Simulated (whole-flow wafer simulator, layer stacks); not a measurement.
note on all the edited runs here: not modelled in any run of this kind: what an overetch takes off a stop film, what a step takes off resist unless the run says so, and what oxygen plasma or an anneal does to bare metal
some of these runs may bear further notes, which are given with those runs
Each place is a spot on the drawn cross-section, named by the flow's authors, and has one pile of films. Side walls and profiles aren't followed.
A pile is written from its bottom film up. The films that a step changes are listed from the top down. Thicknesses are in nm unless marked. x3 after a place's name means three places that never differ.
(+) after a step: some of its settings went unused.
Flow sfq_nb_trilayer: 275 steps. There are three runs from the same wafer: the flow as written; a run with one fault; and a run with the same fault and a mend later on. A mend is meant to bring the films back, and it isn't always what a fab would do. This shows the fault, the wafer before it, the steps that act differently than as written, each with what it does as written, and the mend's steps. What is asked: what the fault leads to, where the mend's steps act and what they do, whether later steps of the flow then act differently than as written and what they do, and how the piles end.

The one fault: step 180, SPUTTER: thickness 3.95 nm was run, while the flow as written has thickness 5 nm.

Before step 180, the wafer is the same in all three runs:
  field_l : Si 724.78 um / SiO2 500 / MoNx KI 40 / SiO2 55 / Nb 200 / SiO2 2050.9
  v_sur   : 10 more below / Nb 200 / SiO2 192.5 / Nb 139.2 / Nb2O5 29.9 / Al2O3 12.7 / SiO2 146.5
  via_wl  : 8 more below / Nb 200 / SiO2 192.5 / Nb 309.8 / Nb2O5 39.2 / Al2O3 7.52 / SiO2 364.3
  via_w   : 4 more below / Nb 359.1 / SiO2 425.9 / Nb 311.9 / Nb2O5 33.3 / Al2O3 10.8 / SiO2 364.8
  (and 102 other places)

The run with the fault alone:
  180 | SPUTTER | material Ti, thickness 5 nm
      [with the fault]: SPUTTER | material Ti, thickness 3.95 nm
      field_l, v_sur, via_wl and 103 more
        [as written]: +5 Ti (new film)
        [with the fault]: +3.95 Ti (new film)
  Later steps of the flow acting differently than as written (18 other steps are not shown; they differ only slightly, by no more than 2% or 0.5 nm, whichever is larger):
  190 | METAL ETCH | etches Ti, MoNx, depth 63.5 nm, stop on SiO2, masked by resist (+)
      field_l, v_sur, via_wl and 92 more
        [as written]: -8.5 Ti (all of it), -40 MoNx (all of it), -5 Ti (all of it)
        [with the fault]: -8.5 Ti (all of it), -40 MoNx (all of it), -3.95 Ti (all of it)
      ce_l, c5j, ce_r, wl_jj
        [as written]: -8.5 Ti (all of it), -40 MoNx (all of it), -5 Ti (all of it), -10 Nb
        [with the fault]: -8.5 Ti (all of it), -40 MoNx (all of it), -3.95 Ti (all of it), -11.1 Nb
  At be_r, r_sur, res, r_end, r5r_line_l, r5r_line_c, r5r_line_r, the piles at the end differ from the flow's by more than 2% or 0.5 nm, whichever is larger.
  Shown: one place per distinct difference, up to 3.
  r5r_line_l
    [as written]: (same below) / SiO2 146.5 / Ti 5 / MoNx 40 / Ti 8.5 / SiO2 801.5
    [with the fault]: (same below) / SiO2 146.5 / Ti 3.95 / MoNx 40 / Ti 8.5 / SiO2 802.5
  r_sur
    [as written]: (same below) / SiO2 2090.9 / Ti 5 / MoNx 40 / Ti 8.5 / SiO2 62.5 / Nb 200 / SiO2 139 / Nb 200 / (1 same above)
    [with the fault]: (same below) / SiO2 2090.9 / Ti 3.95 / MoNx 40 / Ti 8.5 / SiO2 62.5 / Nb 200 / SiO2 140.1 / Nb 200 / (1 same above)
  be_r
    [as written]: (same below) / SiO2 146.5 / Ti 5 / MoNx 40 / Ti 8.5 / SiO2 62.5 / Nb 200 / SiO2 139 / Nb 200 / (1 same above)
    [with the fault]: (same below) / SiO2 146.5 / Ti 3.95 / MoNx 40 / Ti 8.5 / SiO2 62.5 / Nb 200 / SiO2 140.1 / Nb 200 / (1 same above)

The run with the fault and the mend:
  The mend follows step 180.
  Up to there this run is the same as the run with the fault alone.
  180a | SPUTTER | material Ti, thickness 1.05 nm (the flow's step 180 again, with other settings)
      field_l, v_sur, via_wl and 103 more
        +1.05 Ti
  Later steps of the flow that are run all act as written at every place that is followed.
  At every place that both follow, the piles at the end match the flow's.
